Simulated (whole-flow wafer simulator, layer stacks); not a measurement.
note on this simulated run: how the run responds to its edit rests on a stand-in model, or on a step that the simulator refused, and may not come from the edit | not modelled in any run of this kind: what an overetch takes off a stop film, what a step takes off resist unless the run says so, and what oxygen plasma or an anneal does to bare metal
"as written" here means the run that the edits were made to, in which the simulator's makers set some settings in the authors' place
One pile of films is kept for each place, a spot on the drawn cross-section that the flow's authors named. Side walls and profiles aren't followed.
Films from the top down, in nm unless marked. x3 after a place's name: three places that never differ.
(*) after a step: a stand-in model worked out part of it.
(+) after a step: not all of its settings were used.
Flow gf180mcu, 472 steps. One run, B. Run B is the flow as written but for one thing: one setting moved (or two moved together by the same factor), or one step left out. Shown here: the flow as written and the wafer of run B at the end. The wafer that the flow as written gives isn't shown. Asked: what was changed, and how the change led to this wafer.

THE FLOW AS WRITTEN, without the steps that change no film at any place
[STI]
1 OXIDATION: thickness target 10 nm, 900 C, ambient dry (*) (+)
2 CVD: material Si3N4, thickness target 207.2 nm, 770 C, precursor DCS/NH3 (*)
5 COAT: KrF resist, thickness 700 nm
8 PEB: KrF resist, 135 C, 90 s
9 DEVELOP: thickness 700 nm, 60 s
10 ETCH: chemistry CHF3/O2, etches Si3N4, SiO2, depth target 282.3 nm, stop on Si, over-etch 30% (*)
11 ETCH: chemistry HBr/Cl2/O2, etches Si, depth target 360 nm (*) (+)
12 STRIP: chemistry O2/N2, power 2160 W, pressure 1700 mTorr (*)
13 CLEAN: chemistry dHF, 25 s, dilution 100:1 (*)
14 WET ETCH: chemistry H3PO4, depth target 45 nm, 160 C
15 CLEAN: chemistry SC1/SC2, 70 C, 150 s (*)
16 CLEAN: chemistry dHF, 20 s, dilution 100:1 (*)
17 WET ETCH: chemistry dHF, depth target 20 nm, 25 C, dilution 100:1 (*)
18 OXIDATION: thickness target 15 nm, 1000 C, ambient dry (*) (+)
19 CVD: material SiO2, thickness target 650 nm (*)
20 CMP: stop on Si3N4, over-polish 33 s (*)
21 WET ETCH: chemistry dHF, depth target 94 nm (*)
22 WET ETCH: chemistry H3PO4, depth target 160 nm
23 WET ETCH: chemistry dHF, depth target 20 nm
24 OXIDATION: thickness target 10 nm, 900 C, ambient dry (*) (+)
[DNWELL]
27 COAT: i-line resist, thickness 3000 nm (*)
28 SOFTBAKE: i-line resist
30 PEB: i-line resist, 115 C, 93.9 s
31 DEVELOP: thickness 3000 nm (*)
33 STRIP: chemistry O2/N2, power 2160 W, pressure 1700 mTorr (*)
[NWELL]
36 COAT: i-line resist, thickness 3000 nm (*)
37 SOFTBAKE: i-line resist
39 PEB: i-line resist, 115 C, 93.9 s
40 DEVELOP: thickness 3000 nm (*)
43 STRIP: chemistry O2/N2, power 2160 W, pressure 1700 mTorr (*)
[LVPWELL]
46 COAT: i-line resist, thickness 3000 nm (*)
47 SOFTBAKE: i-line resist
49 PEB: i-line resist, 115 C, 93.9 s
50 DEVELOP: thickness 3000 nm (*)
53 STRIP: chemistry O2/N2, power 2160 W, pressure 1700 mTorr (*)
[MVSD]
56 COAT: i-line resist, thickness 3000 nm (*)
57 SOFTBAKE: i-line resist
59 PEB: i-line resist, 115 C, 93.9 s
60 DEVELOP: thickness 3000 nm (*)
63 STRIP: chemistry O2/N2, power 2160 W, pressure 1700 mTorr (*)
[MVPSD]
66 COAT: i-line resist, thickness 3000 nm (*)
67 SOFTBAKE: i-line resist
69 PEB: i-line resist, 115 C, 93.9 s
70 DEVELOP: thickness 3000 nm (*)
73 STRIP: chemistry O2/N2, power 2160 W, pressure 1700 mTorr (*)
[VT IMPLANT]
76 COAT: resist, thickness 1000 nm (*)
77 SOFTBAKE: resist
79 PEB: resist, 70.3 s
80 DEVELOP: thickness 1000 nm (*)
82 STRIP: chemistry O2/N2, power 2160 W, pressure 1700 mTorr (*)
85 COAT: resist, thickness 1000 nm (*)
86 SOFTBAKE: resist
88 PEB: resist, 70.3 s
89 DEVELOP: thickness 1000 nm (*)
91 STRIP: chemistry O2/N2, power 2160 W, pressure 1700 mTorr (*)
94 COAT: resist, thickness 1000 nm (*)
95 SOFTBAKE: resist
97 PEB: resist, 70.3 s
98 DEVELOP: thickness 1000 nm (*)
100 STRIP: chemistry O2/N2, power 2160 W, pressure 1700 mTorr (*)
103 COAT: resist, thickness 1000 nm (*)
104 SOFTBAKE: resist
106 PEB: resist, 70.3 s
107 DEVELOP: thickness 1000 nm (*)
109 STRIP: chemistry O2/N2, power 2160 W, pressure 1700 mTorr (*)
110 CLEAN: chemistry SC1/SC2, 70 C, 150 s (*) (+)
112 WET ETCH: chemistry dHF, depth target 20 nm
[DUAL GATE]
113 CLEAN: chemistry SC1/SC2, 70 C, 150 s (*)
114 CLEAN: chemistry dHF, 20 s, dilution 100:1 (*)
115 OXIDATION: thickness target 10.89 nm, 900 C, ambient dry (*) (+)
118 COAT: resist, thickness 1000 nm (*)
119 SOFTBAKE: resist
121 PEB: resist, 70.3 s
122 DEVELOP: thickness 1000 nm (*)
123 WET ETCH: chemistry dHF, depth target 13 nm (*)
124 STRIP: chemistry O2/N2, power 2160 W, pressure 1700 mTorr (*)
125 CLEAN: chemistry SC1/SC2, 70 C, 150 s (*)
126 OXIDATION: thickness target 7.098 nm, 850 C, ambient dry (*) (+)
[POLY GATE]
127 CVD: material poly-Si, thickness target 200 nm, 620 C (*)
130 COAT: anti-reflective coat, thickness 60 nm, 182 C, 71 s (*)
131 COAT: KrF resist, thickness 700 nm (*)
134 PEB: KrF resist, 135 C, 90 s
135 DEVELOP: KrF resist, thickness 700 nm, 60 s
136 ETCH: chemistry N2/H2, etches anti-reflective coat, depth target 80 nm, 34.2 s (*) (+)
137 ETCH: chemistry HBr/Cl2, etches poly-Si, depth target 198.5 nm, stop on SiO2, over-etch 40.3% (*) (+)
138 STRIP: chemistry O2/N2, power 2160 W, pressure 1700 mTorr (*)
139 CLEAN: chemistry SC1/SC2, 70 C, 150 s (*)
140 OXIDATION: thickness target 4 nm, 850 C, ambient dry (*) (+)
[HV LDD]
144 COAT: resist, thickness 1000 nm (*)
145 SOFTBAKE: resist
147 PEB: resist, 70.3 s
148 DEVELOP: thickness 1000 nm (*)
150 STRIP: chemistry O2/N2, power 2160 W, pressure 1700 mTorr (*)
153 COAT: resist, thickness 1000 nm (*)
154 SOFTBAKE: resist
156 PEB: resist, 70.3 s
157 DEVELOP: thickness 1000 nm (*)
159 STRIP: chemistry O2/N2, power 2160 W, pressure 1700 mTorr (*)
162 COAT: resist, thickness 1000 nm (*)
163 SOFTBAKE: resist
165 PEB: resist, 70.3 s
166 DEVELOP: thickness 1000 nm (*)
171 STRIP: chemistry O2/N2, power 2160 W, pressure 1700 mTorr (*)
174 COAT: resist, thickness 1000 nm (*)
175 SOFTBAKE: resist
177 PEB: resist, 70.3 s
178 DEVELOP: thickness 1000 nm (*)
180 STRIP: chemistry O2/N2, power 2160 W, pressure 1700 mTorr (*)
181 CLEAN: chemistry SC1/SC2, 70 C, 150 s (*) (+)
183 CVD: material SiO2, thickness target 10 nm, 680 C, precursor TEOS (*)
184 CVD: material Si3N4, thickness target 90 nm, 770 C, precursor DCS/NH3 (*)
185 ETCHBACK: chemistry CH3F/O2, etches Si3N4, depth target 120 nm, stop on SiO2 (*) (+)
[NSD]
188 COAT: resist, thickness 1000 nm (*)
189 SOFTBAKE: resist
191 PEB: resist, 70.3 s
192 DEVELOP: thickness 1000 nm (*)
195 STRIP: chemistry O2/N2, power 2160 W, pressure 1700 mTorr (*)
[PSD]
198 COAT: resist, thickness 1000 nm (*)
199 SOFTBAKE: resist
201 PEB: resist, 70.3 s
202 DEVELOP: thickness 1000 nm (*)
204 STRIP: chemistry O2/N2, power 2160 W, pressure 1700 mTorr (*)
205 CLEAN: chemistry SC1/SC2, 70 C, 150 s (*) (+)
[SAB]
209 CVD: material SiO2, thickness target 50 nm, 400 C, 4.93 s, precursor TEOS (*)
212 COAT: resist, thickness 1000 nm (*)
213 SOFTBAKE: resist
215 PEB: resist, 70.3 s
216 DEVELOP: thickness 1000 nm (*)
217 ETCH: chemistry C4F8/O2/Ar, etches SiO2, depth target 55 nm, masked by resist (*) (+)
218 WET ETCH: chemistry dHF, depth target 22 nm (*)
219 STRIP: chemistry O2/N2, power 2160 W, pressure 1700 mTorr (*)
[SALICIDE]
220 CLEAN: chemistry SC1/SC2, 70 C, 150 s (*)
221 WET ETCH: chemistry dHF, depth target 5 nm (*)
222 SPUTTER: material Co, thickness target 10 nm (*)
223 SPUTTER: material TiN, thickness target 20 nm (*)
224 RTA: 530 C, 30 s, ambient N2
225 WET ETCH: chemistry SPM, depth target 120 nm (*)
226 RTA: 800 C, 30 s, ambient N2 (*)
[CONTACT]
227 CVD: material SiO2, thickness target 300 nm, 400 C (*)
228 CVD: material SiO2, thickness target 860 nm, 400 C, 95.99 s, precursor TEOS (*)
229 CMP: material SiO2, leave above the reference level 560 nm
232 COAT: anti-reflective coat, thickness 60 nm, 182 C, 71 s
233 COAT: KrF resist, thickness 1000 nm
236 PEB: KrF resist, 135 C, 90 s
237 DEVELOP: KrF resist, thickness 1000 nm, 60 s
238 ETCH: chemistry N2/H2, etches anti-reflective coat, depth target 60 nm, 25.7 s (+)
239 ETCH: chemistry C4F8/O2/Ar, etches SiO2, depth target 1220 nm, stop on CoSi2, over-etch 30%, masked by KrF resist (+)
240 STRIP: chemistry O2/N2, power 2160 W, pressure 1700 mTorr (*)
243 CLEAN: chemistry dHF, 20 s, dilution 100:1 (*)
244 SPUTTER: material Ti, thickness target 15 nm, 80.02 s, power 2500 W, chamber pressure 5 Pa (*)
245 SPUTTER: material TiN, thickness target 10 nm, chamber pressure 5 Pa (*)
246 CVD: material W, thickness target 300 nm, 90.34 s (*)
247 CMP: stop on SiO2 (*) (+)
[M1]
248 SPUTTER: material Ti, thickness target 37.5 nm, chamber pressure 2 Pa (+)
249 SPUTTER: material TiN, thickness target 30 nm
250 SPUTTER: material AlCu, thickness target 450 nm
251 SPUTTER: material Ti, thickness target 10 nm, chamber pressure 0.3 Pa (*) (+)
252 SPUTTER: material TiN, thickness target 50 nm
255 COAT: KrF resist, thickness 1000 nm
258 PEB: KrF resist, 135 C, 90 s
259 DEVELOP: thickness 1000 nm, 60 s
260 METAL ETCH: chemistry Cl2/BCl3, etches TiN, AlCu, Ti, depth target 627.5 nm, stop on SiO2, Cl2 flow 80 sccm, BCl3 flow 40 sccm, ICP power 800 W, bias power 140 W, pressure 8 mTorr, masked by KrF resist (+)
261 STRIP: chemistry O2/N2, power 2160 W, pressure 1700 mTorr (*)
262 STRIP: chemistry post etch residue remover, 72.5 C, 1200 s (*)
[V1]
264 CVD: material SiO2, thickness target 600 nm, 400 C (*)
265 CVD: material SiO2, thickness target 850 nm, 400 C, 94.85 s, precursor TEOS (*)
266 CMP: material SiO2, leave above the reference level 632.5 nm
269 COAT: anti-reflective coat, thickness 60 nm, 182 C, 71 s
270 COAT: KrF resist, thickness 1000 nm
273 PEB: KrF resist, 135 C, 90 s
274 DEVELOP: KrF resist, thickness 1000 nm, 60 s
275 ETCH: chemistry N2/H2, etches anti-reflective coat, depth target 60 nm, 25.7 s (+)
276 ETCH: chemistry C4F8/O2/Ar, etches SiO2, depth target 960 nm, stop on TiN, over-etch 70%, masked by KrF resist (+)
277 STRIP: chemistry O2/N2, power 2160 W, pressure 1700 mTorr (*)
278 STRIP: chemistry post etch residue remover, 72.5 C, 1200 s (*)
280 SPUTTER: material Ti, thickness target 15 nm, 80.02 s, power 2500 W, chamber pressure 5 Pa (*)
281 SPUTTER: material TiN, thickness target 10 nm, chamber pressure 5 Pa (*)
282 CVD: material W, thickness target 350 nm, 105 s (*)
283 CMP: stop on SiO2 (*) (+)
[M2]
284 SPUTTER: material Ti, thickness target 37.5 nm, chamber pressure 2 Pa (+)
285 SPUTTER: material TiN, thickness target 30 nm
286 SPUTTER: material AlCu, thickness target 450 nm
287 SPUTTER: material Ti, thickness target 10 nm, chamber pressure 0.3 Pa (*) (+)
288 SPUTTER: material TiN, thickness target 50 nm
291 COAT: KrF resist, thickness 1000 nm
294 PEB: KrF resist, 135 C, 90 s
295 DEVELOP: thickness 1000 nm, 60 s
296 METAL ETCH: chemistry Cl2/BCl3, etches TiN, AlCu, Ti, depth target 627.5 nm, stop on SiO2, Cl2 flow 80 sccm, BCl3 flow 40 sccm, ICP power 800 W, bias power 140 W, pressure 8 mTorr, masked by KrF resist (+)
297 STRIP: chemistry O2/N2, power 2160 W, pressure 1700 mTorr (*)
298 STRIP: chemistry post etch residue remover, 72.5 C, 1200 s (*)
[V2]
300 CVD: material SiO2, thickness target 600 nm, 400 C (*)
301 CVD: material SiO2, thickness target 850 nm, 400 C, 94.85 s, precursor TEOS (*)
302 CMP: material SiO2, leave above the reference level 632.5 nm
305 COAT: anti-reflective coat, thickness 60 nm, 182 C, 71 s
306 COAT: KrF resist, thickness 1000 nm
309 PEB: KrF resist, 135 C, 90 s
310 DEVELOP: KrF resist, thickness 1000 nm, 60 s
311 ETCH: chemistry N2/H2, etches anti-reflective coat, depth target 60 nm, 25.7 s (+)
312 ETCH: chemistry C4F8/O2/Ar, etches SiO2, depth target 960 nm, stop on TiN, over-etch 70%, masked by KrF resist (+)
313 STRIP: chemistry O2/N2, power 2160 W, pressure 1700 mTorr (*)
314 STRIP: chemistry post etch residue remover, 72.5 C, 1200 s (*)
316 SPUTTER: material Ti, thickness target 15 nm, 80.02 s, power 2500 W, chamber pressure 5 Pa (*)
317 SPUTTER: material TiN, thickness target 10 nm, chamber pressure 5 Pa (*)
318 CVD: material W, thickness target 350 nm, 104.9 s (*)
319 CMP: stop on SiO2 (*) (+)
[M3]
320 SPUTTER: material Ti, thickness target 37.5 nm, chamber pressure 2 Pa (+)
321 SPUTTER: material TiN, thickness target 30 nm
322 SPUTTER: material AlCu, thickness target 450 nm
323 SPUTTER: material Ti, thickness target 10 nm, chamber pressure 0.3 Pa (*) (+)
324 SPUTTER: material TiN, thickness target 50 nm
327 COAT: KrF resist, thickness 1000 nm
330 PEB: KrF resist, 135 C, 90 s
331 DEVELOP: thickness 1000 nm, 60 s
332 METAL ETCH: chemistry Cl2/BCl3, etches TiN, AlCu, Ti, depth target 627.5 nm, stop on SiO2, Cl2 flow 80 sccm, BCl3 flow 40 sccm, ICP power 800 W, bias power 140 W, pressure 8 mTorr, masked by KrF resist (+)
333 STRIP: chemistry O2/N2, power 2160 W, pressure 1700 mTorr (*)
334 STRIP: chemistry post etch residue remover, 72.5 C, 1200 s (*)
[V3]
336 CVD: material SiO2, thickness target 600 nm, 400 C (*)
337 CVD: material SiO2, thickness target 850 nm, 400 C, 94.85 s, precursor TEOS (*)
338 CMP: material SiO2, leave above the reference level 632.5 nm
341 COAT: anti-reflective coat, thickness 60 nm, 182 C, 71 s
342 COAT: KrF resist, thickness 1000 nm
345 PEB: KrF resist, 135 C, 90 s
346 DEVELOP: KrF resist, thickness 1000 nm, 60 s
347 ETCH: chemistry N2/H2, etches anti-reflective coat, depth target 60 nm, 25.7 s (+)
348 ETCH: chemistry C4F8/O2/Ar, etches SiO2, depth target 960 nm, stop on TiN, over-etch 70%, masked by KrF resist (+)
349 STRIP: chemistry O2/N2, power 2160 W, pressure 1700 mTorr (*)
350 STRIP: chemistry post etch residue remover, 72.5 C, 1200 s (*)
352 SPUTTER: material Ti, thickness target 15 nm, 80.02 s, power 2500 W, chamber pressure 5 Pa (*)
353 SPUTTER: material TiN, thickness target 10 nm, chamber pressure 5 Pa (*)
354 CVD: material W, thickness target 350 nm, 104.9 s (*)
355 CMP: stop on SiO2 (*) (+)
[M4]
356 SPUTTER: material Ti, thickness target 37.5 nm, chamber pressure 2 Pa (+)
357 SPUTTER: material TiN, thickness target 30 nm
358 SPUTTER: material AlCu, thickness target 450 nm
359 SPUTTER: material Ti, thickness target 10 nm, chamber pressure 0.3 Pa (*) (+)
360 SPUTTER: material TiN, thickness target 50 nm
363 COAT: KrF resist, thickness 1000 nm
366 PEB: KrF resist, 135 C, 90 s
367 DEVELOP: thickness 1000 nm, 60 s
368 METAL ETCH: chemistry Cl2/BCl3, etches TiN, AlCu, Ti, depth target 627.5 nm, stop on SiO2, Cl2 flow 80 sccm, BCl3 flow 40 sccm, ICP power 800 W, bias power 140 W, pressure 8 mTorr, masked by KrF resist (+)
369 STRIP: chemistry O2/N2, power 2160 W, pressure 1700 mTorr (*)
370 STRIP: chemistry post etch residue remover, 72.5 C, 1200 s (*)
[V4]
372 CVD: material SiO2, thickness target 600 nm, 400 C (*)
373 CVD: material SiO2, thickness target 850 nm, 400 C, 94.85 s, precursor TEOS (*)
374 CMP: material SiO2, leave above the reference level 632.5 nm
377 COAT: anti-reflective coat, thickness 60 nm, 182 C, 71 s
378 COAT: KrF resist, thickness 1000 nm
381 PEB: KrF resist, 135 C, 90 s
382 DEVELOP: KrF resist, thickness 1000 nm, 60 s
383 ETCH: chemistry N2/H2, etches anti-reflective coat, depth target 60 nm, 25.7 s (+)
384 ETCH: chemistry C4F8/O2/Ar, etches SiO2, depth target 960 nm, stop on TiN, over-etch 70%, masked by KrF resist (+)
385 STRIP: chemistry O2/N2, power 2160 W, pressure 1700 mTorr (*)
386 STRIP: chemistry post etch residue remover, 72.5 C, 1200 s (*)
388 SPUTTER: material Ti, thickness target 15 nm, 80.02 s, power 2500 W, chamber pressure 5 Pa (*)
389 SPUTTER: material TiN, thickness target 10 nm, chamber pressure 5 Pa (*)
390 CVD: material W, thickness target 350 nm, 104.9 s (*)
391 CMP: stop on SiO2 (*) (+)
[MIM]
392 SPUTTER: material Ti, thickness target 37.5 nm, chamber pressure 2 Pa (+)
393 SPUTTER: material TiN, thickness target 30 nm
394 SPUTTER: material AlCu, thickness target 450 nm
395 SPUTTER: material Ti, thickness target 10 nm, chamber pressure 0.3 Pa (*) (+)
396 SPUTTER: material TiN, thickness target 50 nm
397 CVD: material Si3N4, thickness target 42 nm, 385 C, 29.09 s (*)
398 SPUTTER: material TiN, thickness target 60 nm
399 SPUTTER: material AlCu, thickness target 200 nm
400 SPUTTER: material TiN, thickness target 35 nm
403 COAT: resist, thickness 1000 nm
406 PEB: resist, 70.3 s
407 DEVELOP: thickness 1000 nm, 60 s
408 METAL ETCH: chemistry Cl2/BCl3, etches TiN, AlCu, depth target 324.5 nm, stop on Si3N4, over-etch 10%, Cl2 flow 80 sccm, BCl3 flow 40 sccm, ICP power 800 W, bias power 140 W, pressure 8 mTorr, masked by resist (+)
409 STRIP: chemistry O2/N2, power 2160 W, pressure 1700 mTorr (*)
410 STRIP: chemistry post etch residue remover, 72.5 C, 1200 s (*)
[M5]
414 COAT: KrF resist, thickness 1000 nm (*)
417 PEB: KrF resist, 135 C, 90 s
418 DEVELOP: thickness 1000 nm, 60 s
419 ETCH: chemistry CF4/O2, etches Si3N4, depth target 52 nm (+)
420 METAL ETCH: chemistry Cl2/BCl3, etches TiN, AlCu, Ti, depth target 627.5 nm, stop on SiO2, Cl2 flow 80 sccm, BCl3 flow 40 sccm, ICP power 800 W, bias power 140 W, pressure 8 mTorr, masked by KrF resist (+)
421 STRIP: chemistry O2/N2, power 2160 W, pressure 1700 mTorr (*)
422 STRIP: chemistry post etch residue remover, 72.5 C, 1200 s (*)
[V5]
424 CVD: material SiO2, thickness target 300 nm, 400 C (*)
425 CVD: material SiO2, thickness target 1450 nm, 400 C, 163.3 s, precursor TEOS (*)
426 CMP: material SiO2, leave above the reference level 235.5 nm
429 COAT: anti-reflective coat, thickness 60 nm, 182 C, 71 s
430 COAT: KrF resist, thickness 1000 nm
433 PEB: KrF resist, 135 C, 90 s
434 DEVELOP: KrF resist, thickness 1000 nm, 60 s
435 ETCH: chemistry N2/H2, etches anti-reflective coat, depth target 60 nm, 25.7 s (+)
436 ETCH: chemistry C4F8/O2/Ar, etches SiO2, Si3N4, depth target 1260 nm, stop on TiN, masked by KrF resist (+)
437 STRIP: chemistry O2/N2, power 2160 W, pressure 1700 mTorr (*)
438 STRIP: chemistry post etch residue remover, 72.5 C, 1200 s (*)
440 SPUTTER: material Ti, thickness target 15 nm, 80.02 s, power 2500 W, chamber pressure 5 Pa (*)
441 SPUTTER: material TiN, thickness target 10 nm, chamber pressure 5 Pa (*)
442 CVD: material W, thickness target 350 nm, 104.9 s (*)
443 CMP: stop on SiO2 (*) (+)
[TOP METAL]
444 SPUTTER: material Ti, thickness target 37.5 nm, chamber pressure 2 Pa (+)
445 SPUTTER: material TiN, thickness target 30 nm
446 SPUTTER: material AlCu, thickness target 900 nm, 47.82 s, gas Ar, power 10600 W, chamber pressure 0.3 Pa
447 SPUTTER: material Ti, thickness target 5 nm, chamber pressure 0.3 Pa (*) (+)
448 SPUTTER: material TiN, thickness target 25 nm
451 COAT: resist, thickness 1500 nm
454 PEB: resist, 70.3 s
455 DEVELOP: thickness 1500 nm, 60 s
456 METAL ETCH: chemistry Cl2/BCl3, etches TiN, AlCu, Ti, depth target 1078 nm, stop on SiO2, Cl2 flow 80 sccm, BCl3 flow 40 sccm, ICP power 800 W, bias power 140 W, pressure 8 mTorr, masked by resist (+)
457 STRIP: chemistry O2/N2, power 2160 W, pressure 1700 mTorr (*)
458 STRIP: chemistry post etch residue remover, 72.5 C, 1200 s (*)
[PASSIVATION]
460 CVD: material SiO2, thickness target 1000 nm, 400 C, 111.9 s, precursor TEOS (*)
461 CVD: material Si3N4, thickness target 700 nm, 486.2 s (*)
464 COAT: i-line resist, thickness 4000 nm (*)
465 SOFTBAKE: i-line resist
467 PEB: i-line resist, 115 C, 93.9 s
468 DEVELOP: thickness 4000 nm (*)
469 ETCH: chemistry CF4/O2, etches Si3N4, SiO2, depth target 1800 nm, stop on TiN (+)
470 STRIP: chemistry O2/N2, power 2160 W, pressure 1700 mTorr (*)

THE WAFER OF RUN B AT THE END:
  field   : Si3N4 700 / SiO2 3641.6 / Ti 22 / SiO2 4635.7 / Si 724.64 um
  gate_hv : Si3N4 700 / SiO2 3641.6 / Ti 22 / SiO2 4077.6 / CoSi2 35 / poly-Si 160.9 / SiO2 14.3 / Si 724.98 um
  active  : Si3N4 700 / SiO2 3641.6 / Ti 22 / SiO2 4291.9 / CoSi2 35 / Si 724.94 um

The cause: step 358, SPUTTER: thickness target 522 nm was run, where the flow has thickness target 450 nm.

How the change led to this, step by step:
  358 SPUTTER: material AlCu, thickness target 450 nm
      field, field__w1, field__w2 and 108 more: AlCu +522 (new film) (as written it would be: AlCu +450 (new film))
  368 METAL ETCH: chemistry Cl2/BCl3, etches TiN, AlCu, Ti, depth target 627.5 nm, stop on SiO2, Cl2 flow 80 sccm, BCl3 flow 40 sccm, ICP power 800 W, bias power 140 W, pressure 8 mTorr, masked by KrF resist (+)
      field, field__w1, field__w2 and 103 more: TiN -50 (all of it), Ti -10 (all of it), AlCu -522 (all of it), TiN -30 (all of it), Ti -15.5 (as written it would be: TiN -50 (all of it), Ti -10 (all of it), AlCu -450 (all of it), TiN -30 (all of it), Ti -37.5 (all of it))
  372 CVD: material SiO2, thickness target 600 nm, 400 C (*)
      field, field__w1, field__w2 and 103 more: SiO2 +600 (new film) (as written it would be: SiO2 +600)
  374 CMP: material SiO2, leave above the reference level 632.5 nm
      field, field__w1, field__w2 and 103 more: SiO2 -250 (as written it would be: SiO2 -300)
Counting metal films that touch as one body, field has 1 body; the flow as written gives 0 bodies.
Counting metal films that touch as one body, gate_hv has 2 bodies (between them, from the top down: SiO2 4077.6); the flow as written gives 1 body.
Counting metal films that touch as one body, active has 2 bodies (between them, from the top down: SiO2 4291.9); the flow as written gives 1 body.
